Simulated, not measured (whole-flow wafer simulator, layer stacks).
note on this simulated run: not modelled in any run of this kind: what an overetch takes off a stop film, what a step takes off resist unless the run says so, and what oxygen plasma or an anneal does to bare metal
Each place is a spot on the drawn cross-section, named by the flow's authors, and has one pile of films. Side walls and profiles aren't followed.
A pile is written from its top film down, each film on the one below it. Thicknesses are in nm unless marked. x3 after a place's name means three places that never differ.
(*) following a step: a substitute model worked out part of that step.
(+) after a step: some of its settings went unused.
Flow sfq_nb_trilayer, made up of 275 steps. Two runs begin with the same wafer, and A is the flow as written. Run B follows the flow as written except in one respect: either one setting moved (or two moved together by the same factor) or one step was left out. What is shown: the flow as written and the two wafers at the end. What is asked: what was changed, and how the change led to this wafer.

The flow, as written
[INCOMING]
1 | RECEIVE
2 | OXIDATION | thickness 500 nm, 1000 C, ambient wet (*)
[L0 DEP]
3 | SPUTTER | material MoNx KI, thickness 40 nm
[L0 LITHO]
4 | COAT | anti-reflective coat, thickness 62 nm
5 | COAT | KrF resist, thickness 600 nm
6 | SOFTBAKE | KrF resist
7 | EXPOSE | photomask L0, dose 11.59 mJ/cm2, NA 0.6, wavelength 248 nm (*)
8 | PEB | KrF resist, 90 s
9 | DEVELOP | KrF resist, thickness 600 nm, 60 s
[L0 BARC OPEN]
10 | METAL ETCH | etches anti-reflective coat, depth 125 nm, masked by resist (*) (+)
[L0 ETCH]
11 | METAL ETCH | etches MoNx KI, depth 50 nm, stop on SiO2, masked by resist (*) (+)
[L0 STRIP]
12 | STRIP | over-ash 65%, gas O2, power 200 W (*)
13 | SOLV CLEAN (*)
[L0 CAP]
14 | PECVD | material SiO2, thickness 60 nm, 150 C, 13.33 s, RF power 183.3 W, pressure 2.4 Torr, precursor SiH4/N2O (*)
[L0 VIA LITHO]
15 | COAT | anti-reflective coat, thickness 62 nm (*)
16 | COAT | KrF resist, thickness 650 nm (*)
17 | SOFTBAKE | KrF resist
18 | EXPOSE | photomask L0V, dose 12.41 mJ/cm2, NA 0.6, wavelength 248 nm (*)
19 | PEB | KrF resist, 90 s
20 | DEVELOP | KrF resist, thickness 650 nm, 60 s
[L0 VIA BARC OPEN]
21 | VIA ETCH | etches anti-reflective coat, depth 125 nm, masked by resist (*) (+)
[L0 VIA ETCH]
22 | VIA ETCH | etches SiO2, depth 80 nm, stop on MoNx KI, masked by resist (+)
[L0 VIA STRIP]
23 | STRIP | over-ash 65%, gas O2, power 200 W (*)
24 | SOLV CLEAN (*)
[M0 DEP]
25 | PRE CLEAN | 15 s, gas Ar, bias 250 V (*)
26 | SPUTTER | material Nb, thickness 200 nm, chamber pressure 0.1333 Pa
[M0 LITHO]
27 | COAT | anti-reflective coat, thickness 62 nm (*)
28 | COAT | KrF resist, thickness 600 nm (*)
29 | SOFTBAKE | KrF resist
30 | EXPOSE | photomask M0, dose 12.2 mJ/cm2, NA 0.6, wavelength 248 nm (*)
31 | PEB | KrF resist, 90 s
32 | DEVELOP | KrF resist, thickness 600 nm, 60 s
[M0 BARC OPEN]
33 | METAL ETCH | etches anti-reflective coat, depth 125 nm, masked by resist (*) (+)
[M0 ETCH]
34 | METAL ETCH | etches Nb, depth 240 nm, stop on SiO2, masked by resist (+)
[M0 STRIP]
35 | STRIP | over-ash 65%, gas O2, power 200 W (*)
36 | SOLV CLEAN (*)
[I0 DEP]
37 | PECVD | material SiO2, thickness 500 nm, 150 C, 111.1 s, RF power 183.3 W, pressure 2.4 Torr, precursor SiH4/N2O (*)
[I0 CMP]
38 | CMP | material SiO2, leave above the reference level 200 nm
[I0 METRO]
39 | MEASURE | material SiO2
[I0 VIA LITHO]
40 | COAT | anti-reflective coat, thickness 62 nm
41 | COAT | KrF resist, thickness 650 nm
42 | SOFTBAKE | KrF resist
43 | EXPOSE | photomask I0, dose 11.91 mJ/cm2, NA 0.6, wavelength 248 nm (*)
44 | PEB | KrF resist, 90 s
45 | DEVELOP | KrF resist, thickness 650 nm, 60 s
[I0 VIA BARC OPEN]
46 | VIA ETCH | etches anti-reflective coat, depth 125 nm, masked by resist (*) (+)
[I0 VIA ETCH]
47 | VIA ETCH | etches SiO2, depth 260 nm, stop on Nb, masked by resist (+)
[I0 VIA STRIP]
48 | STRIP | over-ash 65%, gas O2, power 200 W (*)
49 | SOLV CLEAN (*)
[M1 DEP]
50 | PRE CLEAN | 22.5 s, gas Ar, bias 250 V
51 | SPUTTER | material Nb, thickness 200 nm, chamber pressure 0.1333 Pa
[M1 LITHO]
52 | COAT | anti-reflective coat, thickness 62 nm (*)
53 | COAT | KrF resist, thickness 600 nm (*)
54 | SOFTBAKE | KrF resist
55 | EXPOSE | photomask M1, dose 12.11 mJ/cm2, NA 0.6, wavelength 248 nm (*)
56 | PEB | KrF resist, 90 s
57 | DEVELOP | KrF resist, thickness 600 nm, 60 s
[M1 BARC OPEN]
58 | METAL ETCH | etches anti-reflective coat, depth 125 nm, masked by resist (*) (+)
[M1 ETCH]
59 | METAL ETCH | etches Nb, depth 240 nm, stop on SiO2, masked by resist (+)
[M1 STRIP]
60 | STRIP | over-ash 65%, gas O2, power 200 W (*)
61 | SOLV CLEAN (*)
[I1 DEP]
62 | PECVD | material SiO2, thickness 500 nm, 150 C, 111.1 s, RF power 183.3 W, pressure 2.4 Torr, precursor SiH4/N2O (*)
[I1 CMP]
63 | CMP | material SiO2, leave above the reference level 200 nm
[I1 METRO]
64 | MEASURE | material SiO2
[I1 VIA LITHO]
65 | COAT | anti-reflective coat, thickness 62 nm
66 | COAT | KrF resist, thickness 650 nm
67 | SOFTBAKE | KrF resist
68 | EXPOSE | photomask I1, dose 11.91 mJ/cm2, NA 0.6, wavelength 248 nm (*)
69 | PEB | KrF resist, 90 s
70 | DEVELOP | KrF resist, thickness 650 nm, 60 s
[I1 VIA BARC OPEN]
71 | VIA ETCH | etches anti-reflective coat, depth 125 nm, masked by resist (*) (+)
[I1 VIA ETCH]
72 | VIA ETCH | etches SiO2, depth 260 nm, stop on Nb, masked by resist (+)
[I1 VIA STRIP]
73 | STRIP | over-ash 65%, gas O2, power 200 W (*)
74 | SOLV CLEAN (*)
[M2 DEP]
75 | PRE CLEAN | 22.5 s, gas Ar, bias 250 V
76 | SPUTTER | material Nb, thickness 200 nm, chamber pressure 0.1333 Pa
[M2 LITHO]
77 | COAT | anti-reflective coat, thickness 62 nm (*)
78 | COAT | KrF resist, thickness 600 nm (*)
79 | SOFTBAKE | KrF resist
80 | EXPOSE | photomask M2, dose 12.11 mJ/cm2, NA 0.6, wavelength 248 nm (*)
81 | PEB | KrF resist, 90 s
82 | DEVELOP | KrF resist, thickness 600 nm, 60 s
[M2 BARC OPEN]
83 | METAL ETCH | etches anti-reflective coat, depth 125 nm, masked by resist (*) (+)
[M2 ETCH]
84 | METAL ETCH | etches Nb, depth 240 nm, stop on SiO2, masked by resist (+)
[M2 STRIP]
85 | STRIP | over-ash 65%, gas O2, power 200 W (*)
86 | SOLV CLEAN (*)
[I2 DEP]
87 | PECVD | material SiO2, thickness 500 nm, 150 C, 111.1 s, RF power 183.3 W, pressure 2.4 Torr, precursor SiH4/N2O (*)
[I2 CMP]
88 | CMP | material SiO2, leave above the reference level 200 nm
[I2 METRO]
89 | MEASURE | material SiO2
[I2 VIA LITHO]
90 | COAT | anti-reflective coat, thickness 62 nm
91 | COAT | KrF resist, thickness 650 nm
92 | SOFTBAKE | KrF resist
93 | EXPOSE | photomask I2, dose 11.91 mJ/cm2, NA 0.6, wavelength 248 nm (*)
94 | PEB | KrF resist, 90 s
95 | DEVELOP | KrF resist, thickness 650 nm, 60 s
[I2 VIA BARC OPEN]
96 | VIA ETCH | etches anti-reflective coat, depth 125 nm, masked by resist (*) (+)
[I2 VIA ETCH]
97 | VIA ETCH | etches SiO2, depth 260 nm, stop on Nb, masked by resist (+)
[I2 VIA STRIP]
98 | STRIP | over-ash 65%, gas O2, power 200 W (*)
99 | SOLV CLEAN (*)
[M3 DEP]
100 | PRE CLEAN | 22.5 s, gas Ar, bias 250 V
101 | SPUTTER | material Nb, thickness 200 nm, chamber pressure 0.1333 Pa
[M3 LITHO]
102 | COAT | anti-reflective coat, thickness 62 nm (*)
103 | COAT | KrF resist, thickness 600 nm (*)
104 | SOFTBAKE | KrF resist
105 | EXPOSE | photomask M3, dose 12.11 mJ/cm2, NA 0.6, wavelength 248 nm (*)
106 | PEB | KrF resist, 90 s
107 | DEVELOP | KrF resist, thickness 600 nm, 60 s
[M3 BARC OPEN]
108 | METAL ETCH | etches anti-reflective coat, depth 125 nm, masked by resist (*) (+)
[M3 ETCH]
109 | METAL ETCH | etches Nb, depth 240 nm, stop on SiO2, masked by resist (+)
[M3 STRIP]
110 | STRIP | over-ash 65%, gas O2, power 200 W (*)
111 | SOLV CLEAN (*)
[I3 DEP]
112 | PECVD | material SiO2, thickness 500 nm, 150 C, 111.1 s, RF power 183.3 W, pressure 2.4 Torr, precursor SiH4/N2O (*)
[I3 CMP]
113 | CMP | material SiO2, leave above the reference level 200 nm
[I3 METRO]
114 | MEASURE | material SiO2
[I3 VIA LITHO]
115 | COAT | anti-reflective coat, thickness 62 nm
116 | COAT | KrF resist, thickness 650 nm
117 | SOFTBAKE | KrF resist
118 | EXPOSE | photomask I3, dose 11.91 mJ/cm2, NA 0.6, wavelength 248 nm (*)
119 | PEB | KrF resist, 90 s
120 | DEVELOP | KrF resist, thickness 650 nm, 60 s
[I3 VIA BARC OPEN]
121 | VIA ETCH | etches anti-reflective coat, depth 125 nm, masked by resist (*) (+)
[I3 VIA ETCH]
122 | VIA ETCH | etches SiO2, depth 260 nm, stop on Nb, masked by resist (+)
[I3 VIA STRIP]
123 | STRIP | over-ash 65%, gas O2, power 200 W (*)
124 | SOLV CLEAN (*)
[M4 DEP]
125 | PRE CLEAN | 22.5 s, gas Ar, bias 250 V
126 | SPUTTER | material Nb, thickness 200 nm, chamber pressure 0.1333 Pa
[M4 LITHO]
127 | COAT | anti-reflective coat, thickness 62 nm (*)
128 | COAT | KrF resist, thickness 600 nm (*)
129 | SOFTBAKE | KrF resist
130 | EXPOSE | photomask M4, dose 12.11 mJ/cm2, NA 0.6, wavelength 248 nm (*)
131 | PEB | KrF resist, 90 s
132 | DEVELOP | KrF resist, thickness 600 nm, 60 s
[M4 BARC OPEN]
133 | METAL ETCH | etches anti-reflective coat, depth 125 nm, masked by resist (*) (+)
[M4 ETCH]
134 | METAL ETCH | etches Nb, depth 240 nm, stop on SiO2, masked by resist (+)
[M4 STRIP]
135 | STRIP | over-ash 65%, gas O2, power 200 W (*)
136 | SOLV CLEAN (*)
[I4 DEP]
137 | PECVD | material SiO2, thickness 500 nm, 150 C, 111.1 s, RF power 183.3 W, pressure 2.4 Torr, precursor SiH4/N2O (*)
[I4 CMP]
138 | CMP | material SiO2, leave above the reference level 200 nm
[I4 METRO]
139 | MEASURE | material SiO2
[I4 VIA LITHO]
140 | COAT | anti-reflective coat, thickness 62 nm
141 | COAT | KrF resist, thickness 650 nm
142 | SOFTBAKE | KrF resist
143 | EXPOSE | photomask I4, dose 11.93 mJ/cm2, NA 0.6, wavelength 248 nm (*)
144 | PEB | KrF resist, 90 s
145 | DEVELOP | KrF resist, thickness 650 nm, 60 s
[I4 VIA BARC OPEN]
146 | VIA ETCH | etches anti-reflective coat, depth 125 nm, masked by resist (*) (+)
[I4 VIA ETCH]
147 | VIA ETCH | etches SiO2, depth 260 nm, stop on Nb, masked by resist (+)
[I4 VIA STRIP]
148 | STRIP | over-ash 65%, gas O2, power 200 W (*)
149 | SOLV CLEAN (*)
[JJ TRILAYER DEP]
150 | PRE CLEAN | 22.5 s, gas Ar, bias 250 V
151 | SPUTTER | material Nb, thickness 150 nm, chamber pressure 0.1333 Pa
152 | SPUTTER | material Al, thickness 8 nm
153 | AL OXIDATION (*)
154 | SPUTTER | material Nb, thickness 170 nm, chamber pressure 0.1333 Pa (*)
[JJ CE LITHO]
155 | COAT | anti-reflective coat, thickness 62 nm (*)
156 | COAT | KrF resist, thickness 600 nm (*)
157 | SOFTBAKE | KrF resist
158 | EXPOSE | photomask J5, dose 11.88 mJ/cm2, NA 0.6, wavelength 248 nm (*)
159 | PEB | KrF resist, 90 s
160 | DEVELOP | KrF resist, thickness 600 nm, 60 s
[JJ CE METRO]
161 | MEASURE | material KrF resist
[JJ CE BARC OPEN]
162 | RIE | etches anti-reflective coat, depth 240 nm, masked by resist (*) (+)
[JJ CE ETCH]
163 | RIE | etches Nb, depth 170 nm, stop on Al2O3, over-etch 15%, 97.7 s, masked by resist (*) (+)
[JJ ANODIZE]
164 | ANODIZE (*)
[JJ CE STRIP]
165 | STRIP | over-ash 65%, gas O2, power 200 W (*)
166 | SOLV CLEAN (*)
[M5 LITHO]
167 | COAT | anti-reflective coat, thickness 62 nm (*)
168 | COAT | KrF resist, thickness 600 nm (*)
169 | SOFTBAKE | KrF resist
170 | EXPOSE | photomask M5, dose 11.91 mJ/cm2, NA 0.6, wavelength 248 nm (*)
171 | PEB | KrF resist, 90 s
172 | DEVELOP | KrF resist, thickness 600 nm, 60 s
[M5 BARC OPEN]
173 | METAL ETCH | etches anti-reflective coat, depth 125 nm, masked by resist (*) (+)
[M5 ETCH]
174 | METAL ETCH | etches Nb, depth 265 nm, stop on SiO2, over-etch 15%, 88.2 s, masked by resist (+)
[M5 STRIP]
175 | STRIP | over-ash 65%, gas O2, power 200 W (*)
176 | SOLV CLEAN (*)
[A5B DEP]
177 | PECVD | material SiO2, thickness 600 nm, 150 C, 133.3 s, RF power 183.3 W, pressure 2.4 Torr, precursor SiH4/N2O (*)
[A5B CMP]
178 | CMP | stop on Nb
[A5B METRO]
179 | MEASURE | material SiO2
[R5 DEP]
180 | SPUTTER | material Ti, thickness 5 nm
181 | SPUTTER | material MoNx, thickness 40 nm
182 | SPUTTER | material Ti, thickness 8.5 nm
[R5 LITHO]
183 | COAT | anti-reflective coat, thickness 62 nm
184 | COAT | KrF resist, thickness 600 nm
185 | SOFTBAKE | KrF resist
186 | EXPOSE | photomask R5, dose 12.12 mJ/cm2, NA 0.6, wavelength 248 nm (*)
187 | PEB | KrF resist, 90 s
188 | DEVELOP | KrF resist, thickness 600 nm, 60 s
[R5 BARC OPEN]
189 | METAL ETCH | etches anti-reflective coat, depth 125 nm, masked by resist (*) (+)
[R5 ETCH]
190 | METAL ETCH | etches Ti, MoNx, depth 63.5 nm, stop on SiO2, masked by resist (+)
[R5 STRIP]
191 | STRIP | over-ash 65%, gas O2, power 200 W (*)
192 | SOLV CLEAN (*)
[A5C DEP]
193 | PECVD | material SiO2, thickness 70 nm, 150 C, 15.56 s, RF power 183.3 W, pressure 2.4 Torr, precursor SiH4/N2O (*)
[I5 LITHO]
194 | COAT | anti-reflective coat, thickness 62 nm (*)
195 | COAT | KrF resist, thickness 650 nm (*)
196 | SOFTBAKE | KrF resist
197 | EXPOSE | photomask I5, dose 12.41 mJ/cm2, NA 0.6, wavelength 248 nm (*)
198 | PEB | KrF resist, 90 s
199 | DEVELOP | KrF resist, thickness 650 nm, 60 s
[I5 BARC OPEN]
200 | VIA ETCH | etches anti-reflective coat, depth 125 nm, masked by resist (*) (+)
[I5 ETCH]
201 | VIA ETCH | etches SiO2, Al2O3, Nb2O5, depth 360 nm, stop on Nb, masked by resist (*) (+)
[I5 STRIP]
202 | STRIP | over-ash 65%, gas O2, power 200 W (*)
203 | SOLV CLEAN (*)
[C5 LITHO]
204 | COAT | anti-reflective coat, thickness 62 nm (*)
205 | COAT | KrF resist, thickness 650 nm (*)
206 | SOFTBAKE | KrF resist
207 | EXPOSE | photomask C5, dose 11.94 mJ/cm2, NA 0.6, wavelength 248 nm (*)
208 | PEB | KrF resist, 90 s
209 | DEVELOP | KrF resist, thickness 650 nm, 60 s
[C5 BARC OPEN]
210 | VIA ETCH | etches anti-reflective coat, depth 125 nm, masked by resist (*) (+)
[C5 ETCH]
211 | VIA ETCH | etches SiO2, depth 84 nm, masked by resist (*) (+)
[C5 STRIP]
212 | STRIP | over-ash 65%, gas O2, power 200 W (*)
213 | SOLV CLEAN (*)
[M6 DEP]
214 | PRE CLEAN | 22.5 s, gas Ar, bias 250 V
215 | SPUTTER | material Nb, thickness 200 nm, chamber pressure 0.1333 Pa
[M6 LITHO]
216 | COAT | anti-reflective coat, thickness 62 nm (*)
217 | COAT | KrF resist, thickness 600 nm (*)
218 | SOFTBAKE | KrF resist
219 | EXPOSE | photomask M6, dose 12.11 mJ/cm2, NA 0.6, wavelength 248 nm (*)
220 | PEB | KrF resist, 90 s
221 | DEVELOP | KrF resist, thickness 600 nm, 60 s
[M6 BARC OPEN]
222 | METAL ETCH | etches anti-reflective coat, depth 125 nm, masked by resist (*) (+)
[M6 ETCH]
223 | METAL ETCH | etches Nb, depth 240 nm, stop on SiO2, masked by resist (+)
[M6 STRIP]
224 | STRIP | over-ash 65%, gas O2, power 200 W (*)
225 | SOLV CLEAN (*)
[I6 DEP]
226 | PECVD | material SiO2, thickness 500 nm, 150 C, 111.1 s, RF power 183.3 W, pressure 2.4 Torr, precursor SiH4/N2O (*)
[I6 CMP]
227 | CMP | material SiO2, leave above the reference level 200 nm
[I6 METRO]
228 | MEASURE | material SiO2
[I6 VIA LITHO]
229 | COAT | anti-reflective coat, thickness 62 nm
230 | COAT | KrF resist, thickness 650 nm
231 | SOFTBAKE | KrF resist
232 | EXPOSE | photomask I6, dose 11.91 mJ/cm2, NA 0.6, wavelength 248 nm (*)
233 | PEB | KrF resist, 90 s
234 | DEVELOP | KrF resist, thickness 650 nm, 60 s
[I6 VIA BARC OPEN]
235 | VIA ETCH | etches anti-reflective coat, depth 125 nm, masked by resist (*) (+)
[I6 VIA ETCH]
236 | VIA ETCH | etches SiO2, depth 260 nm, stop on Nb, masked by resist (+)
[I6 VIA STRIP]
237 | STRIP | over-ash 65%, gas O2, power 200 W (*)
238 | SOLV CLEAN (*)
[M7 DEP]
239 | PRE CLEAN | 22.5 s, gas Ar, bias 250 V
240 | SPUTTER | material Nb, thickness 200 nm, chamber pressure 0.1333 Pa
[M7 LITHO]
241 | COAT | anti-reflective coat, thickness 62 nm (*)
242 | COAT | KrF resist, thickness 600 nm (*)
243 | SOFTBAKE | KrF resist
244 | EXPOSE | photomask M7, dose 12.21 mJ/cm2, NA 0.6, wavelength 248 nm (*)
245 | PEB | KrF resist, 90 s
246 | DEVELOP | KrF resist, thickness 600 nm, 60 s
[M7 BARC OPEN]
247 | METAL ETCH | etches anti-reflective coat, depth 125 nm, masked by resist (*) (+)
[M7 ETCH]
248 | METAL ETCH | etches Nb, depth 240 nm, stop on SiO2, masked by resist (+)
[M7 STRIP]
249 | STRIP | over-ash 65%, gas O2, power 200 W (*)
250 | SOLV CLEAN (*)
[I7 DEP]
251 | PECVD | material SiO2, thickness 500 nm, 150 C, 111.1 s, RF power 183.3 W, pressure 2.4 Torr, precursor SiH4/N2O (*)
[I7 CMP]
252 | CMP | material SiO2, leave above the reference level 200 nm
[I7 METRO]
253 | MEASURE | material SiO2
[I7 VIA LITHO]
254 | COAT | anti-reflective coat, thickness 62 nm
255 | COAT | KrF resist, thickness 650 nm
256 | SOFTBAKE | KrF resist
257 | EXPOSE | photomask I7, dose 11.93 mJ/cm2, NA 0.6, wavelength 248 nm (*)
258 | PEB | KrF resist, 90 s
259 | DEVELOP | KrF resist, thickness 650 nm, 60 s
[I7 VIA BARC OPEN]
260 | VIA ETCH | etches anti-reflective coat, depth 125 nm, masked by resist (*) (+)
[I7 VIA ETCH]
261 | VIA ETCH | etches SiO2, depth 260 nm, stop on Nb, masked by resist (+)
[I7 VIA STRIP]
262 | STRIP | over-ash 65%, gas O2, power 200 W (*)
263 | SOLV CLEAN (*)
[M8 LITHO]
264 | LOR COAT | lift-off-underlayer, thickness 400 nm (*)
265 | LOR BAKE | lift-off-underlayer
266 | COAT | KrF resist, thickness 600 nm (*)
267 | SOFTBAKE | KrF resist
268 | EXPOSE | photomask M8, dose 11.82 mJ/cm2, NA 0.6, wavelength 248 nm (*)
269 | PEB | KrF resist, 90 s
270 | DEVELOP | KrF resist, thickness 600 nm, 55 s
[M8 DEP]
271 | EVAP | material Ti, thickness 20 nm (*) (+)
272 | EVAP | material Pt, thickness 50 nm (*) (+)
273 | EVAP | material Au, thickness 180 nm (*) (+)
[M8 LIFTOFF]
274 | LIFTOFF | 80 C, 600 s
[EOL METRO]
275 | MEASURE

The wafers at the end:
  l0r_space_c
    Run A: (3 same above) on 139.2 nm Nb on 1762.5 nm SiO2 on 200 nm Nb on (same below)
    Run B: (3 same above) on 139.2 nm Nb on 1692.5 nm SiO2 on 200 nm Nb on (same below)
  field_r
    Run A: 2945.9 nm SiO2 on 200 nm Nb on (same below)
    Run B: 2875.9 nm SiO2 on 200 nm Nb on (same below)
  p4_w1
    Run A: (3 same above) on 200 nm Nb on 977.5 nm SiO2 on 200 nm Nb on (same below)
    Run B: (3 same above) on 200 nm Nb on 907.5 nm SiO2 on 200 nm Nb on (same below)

What caused this: step 63, CMP: leave above the reference level 130 nm was run, though the flow has leave above the reference level 200 nm.

The path from the change to this, step by step:
  63 | CMP | material SiO2, leave above the reference level 200 nm
      field_l, be, be_sur and 72 more: A SiO2 loses 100 | B SiO2 loses 170
      v_sur, via_wl, via_wr and 20 more: A SiO2 loses 300 | B SiO2 loses 370
      (and at 8 other places as well)
  72 | VIA ETCH | etches SiO2, depth 260 nm, stop on Nb, masked by resist (+)
      field_l, v_sur, via_wl and 102 more: A KrF resist loses 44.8 | B KrF resist loses 33.6
      via_v: A SiO2 loses 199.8 (all of it) | B SiO2 loses 129.8 (all of it)
  73 | STRIP | over-ash 65%, gas O2, power 200 W (*)
      field_l, v_sur, via_wl and 102 more: A KrF resist loses 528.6 (all of it), anti-reflective coat loses 62 (all of it) | B KrF resist loses 539.9 (all of it), anti-reflective coat loses 62 (all of it)
  76 | SPUTTER | material Nb, thickness 200 nm, chamber pressure 0.1333 Pa
      via_v: A Nb gains 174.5 | B Nb gains 188.6
  77 | COAT | anti-reflective coat, thickness 62 nm (*)
      via_sp: A anti-reflective coat gains 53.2 (new film) | B anti-reflective coat gains 54.6 (new film)
      via_v: A anti-reflective coat gains 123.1 (new film) | B anti-reflective coat gains 107.4 (new film)
      (and at 1 other place as well)
  78 | COAT | KrF resist, thickness 600 nm (*)
      via_v: A KrF resist gains 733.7 (new film) | B KrF resist gains 676.6 (new film)
  85 | STRIP | over-ash 65%, gas O2, power 200 W (*)
      via_sp: A KrF resist loses 374.4 (all of it), anti-reflective coat loses 53.2 (all of it) | B KrF resist loses 379.1 (all of it), anti-reflective coat loses 54.6 (all of it)
      via_v: A KrF resist loses 515.8 (all of it), anti-reflective coat loses 123.1 (all of it) | B KrF resist loses 458.8 (all of it), anti-reflective coat loses 107.4 (all of it)
      (and at 1 other place as well)
  87 | PECVD | material SiO2, thickness 500 nm, 150 C, 111.1 s, RF power 183.3 W, pressure 2.4 Torr, precursor SiH4/N2O (*)
      via_v: A SiO2 gains 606 (new film) | B SiO2 gains 500 (new film)
  88 | CMP | material SiO2, leave above the reference level 200 nm
      via_v: A SiO2 loses 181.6 | B SiO2 loses 159.7
